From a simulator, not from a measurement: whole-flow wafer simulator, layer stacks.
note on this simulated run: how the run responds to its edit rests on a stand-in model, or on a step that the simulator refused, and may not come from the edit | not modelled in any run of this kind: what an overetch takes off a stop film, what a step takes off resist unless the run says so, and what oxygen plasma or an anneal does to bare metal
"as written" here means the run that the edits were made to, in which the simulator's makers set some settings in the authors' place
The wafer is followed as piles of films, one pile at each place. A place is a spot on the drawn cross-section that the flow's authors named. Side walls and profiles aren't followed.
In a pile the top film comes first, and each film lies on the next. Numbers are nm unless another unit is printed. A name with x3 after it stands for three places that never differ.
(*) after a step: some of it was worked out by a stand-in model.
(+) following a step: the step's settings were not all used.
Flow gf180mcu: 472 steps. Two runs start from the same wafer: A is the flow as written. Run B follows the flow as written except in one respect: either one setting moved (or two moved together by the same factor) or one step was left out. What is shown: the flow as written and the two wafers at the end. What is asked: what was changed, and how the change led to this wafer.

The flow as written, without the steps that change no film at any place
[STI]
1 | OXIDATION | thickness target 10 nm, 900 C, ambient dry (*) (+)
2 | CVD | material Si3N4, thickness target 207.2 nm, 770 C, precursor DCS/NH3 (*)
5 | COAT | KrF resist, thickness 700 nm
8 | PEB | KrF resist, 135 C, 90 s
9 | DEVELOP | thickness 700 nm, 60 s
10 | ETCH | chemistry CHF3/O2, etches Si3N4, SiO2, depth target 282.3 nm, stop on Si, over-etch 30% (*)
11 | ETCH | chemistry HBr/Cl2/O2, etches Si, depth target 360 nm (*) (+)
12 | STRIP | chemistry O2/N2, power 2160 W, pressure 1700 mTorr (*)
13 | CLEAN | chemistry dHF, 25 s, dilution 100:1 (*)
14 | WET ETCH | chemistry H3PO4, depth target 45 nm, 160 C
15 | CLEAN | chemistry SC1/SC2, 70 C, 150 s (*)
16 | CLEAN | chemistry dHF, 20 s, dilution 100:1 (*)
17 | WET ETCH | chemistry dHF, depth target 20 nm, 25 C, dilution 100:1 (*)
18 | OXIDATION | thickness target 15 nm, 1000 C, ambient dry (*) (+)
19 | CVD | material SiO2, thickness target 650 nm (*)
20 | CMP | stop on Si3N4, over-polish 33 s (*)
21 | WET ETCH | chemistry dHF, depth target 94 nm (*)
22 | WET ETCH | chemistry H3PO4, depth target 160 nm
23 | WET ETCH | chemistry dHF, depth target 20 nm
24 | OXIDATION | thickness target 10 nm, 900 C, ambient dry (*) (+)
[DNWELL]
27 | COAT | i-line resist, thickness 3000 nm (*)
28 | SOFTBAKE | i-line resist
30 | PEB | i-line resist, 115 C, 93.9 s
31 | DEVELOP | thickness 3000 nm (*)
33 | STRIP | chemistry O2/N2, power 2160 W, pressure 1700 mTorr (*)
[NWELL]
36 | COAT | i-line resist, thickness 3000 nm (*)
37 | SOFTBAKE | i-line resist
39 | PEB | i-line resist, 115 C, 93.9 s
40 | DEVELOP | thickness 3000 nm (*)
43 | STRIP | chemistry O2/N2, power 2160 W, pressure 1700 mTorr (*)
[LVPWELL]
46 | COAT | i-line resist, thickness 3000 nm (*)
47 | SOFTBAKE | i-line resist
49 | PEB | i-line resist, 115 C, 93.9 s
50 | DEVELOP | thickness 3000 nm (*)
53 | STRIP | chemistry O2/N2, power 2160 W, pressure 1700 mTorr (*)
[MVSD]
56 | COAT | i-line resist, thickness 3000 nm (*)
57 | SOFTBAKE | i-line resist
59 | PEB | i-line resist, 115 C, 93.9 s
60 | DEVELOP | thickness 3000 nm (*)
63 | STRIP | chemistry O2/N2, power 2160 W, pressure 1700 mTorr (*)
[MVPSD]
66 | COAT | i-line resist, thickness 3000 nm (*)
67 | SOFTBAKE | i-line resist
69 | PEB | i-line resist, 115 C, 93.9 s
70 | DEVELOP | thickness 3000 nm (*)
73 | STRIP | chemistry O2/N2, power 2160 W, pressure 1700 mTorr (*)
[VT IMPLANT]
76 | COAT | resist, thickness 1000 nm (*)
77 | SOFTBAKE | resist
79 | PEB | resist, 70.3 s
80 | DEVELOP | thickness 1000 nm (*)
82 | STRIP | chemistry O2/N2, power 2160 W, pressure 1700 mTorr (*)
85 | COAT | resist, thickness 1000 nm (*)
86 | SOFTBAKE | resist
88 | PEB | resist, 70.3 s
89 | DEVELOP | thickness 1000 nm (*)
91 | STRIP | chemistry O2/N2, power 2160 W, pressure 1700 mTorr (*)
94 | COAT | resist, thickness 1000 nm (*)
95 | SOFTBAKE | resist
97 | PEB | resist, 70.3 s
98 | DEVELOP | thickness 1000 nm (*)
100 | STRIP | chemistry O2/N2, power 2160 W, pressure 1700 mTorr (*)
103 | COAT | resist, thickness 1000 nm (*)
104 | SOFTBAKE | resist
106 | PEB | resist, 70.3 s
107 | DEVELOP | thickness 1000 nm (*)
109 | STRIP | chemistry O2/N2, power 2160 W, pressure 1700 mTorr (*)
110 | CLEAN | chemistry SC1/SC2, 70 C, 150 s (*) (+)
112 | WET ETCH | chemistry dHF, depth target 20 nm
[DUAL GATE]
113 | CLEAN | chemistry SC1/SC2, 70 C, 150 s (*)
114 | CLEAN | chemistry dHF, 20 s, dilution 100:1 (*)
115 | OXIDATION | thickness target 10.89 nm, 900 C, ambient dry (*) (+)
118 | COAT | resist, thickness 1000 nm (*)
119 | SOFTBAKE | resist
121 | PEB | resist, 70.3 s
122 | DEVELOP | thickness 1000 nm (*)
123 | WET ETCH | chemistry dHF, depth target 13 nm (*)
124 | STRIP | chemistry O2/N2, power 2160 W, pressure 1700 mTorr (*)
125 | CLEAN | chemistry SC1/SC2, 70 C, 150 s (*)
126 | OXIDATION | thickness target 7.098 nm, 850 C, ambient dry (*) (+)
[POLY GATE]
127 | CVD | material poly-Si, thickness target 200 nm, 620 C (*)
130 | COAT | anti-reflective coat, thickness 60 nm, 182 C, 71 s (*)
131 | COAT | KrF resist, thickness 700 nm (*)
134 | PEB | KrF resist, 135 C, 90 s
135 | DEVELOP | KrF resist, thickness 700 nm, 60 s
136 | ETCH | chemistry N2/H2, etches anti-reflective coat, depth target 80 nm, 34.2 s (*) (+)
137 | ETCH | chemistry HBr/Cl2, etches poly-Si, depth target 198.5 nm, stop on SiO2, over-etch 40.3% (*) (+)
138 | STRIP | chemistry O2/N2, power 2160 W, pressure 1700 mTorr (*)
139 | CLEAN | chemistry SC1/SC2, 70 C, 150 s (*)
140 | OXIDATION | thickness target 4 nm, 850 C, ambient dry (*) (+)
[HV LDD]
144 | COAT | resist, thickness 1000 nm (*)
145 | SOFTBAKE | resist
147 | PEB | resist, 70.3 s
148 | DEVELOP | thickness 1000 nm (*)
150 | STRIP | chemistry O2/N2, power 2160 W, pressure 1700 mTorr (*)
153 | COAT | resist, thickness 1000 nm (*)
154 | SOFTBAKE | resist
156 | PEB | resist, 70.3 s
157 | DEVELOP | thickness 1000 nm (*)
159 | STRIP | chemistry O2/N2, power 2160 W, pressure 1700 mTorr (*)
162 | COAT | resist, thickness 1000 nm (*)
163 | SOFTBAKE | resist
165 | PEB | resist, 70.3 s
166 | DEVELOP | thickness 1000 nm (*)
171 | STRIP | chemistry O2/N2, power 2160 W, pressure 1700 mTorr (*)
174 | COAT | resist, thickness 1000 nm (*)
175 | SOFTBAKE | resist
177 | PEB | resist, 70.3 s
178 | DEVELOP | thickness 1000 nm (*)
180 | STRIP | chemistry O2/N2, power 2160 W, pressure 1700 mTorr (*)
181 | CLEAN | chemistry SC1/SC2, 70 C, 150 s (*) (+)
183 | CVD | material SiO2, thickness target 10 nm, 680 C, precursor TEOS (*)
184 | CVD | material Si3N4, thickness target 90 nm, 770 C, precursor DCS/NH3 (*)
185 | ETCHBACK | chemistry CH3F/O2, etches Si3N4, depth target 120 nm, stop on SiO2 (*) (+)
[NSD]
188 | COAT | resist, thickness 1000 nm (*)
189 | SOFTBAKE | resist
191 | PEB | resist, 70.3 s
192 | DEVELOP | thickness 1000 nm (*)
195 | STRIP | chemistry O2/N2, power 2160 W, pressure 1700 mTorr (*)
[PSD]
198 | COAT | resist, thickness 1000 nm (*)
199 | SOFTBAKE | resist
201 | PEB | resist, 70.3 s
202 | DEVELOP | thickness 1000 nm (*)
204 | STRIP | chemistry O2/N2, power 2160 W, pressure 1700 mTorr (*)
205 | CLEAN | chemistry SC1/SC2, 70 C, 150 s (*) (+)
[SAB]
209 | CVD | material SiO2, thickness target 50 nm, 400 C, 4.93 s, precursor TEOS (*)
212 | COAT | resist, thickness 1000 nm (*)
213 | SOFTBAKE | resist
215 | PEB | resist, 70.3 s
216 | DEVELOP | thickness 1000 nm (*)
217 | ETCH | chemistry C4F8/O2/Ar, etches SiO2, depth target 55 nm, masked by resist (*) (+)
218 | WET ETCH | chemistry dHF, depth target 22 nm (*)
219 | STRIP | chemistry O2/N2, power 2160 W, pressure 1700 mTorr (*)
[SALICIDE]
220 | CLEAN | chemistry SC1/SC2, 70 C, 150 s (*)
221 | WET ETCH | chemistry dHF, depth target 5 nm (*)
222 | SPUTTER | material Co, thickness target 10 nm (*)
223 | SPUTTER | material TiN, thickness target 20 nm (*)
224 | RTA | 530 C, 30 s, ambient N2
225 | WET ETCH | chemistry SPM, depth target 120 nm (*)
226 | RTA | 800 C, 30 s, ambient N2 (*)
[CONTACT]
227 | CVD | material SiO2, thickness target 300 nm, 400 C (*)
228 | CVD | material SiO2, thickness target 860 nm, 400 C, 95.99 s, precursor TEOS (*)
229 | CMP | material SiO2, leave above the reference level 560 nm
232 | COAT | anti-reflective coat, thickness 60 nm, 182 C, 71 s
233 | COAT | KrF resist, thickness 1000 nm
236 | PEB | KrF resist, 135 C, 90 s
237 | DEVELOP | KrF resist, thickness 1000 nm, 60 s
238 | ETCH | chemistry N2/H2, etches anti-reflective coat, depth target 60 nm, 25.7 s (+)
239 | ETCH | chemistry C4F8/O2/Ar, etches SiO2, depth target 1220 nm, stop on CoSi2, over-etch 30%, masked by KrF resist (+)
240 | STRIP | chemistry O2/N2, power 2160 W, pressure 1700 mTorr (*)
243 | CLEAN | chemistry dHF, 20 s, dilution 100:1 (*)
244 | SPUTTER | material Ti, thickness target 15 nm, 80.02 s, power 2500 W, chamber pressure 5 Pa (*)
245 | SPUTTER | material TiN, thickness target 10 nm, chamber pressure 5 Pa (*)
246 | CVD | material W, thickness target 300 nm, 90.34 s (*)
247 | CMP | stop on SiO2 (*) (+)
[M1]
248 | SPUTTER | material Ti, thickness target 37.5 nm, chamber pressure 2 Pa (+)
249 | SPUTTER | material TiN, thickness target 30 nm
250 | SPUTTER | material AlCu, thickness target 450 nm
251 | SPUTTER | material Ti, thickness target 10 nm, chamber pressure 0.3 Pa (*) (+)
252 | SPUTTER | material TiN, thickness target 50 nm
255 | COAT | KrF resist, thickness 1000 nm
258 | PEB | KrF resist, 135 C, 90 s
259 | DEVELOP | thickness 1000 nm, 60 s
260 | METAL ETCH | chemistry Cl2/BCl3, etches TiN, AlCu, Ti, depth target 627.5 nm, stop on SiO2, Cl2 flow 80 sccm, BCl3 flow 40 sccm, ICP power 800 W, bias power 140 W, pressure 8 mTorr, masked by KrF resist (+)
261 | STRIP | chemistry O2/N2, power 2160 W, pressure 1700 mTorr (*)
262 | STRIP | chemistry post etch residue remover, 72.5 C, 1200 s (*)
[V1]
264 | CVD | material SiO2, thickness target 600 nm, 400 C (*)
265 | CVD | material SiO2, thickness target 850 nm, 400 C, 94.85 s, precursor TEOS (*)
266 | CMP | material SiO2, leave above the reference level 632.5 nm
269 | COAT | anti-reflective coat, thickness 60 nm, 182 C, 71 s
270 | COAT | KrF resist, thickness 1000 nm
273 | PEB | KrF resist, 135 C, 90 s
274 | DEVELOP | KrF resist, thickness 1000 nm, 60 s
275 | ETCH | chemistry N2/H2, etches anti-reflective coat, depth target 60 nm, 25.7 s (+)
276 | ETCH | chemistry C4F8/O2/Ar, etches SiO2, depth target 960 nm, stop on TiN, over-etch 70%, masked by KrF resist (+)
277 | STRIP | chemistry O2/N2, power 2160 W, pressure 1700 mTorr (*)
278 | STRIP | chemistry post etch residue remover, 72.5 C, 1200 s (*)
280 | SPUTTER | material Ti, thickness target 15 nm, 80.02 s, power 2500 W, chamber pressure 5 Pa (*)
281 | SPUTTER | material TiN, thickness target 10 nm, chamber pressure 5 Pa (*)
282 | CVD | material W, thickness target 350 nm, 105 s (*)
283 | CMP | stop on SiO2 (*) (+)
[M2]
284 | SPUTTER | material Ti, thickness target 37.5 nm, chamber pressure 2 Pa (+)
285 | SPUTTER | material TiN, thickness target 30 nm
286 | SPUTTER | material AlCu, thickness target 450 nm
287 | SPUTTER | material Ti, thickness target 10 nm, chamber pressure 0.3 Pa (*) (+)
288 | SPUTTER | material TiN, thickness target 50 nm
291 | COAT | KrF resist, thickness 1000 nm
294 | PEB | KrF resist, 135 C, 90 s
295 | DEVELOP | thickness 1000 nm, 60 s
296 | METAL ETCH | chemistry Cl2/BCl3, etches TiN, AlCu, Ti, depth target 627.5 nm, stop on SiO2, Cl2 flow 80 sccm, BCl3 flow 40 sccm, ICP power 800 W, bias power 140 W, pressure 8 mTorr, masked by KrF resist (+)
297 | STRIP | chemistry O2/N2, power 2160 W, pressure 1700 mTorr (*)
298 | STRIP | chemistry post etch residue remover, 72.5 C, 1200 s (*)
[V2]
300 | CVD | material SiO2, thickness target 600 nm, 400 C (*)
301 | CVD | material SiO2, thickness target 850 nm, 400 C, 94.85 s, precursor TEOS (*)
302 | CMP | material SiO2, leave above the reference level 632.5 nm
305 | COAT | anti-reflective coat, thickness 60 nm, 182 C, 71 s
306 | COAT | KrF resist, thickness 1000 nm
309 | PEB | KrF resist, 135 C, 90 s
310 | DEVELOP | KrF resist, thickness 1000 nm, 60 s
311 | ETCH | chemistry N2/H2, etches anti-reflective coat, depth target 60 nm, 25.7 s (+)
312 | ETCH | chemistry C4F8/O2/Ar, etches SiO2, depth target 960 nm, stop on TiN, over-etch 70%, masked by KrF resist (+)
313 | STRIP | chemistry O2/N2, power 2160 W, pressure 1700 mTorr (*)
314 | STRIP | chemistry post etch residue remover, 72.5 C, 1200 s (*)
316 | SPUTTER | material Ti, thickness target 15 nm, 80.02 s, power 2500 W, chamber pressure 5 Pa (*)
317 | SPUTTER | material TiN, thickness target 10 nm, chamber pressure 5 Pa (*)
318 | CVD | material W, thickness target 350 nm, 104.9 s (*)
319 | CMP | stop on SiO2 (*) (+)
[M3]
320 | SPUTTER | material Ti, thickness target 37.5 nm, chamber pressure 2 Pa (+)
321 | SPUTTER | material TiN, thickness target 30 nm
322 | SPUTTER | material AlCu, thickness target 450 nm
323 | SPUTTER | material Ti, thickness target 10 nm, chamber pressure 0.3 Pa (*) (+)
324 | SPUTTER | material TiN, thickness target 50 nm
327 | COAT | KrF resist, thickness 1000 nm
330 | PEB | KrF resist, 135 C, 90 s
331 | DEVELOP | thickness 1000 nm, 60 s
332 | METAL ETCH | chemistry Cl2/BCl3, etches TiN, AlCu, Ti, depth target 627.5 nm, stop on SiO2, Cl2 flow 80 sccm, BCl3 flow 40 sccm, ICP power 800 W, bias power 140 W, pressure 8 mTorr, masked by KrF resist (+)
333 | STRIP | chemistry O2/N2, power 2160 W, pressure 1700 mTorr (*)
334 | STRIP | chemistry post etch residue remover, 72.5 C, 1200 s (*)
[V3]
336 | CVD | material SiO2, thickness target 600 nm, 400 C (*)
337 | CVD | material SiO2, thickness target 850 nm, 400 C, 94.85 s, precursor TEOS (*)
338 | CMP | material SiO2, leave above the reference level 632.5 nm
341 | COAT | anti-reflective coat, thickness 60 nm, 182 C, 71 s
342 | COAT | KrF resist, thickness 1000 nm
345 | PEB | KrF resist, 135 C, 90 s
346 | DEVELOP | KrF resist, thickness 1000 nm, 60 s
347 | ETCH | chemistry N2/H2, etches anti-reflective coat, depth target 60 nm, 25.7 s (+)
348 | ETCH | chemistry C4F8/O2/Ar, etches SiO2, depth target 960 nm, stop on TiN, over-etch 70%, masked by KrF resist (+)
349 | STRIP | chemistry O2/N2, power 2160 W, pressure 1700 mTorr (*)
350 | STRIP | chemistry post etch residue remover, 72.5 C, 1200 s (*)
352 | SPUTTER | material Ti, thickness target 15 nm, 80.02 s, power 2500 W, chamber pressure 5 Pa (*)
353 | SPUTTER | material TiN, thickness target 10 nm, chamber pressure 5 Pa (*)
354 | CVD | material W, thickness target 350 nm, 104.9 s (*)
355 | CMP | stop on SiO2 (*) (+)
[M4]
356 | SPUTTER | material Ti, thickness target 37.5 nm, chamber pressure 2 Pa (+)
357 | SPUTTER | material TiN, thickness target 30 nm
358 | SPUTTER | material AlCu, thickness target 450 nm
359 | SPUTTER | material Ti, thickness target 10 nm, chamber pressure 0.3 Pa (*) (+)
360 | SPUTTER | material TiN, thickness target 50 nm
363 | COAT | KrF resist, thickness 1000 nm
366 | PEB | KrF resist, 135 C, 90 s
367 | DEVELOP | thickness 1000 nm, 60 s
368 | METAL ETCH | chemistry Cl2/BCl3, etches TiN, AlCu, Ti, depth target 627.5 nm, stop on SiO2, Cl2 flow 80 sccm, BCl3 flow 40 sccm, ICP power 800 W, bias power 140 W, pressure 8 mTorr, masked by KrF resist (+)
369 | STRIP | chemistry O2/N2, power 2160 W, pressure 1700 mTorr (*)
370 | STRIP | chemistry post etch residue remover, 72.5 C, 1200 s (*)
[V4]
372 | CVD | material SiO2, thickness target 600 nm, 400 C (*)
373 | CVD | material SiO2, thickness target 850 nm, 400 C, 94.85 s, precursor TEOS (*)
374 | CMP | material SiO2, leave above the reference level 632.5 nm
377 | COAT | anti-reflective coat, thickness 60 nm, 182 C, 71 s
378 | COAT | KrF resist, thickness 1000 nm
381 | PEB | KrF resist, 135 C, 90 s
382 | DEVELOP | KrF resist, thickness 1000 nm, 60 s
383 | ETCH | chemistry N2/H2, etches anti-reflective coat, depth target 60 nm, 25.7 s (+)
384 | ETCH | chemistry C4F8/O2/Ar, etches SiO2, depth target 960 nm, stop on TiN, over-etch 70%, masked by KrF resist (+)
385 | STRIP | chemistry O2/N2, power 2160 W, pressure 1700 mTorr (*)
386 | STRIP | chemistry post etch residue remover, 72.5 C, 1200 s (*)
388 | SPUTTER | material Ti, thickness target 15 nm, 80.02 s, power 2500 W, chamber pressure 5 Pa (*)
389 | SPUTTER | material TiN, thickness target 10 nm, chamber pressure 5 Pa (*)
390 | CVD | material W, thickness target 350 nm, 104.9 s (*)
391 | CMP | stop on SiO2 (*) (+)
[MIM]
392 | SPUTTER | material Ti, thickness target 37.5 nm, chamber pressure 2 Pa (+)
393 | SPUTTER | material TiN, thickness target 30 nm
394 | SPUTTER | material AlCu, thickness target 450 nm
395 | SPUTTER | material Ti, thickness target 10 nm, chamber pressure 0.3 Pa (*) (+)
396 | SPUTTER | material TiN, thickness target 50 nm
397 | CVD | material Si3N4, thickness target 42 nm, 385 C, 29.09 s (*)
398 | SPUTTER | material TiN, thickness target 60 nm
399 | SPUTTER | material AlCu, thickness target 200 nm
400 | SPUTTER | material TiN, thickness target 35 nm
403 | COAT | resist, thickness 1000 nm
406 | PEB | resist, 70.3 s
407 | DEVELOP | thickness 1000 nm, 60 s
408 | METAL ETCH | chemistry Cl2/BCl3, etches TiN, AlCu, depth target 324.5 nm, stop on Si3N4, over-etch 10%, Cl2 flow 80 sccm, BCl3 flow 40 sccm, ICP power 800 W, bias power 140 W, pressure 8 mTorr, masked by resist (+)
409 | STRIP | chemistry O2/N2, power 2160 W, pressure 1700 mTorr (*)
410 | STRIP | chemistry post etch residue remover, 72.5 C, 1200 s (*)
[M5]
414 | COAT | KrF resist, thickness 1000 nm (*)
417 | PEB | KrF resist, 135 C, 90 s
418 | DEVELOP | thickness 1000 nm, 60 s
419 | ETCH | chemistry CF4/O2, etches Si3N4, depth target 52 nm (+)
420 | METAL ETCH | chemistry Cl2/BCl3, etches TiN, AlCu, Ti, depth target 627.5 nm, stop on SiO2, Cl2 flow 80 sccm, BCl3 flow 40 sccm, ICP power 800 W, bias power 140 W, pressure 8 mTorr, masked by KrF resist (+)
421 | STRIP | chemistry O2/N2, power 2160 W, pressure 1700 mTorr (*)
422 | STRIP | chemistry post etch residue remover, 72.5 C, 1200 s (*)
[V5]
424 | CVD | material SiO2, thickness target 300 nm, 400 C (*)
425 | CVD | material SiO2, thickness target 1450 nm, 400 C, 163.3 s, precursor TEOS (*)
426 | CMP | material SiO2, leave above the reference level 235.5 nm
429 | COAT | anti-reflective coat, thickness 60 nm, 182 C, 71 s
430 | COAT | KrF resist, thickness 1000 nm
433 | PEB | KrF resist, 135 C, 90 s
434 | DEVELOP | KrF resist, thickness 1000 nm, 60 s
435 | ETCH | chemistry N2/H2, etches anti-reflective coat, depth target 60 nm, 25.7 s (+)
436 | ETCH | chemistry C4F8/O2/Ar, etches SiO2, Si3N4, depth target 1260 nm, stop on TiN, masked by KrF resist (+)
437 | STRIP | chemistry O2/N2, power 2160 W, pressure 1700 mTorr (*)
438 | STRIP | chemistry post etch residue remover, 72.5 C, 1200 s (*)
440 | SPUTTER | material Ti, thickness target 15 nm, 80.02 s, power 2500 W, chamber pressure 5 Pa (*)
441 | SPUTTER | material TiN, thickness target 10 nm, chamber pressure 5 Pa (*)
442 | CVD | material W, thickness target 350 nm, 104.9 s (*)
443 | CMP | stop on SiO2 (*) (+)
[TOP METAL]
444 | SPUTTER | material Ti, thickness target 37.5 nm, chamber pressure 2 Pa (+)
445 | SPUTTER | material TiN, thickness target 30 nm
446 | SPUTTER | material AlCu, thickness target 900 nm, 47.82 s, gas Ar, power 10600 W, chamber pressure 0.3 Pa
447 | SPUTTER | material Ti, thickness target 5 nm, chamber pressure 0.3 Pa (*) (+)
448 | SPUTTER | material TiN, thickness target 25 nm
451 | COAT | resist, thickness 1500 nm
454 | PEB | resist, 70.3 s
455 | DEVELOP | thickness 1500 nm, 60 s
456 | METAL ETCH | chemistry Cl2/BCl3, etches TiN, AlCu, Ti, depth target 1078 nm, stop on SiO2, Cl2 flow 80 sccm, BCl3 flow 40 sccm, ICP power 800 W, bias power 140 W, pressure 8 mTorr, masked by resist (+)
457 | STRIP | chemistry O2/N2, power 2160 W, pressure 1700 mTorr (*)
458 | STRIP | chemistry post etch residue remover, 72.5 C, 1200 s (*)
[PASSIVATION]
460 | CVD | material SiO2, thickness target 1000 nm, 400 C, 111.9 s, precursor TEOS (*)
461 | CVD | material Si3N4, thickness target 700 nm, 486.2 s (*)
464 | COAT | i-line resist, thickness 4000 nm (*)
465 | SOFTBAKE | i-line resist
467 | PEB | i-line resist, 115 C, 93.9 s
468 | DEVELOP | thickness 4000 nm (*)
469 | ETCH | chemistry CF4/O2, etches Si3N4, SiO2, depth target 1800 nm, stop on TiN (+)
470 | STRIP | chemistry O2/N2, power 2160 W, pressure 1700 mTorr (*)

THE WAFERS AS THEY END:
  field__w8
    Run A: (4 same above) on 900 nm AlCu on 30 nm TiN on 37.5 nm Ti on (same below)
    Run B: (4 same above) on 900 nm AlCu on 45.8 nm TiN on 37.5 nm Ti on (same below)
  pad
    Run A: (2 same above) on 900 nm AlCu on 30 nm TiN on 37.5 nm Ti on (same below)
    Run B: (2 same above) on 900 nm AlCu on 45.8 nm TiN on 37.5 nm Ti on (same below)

What caused this: step 445, SPUTTER: thickness target 45.8 nm was run, while the flow as written has thickness target 30 nm.
The wafer lets one read it off: field__w8 has TiN 45.8, and step 445 as written asks for 30 nm.

How this came from the change, step by step:
  445 | SPUTTER | material TiN, thickness target 30 nm
      field, field__w1, field__w2 and 109 more: A TiN gains 30 (new film) | B TiN gains 45.8 (new film)
  456 | METAL ETCH | chemistry Cl2/BCl3, etches TiN, AlCu, Ti, depth target 1078 nm, stop on SiO2, Cl2 flow 80 sccm, BCl3 flow 40 sccm, ICP power 800 W, bias power 140 W, pressure 8 mTorr, masked by resist (+)
      field, field__w1, field__w2 and 103 more: A TiN loses 25 (all of it), Ti loses 5 (all of it), AlCu loses 900 (all of it), TiN loses 30 (all of it), Ti loses 37.5 (all of it) | B TiN loses 25 (all of it), Ti loses 5 (all of it), AlCu loses 900 (all of it), TiN loses 45.8 (all of it), Ti loses 37.5 (all of it)
  465 | SOFTBAKE | i-line resist
      gate: A i-line resist gains 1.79 | B i-line resist loses 0.23
      ld_acc_p, ld_fp_p, ld_drift_p: A i-line resist gains 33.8 | B i-line resist gains 27.6
      (and at 63 other places as well)
